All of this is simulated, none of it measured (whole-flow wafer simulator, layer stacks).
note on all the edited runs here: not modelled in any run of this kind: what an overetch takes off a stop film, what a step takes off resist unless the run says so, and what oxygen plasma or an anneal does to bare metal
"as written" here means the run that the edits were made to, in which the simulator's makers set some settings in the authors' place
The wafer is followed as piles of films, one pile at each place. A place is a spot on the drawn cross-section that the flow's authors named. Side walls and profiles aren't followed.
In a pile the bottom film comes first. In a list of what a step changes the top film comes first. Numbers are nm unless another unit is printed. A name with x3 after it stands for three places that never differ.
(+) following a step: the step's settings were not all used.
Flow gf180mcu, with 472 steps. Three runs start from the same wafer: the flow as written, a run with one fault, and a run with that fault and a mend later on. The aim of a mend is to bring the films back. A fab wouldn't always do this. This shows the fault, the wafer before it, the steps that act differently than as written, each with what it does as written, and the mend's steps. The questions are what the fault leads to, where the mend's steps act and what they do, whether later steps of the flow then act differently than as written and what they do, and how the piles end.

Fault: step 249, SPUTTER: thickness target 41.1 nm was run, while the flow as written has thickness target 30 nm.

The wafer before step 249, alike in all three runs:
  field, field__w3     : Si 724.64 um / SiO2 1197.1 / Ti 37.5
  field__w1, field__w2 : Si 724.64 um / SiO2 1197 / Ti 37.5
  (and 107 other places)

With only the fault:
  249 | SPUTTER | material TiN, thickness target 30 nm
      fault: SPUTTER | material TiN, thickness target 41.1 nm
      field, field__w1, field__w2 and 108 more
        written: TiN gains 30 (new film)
        fault: TiN gains 41.1 (new film)
  Later steps of the flow acting differently than as written:
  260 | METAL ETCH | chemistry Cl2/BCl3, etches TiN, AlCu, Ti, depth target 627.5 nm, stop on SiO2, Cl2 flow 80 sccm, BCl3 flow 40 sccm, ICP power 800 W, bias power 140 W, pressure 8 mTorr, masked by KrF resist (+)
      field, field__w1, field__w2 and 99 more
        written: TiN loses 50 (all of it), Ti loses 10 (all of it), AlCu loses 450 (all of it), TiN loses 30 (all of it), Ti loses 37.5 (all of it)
        fault: TiN loses 50 (all of it), Ti loses 10 (all of it), AlCu loses 450 (all of it), TiN loses 41.1 (all of it), Ti loses 37.5 (all of it)
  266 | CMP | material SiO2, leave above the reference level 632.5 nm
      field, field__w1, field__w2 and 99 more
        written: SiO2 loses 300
        fault: SiO2 loses 288.9
  At field__w8, contact, m1 and 6 more, the piles at the end differ from the flow's by more than 2% or 0.5 nm, whichever is larger.
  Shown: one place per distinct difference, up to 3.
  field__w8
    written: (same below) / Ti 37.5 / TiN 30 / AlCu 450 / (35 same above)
    fault: (same below) / Ti 37.5 / TiN 41.1 / AlCu 450 / (35 same above)
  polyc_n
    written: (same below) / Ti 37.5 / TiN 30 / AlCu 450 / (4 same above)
    fault: (same below) / Ti 37.5 / TiN 41.1 / AlCu 450 / (4 same above)
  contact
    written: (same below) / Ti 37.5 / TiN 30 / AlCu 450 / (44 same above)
    fault: (same below) / Ti 37.5 / TiN 41.1 / AlCu 450 / (44 same above)

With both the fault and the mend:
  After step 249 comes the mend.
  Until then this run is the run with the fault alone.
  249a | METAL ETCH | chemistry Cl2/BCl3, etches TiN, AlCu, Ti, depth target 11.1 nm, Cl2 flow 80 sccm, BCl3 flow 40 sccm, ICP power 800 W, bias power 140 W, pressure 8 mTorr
      field, field__w1, field__w2 and 108 more
        TiN loses 11.1
  Every later step of the flow that is run acts as written at every place that is followed.
  The piles end the same as the flow's at every place that both follow.
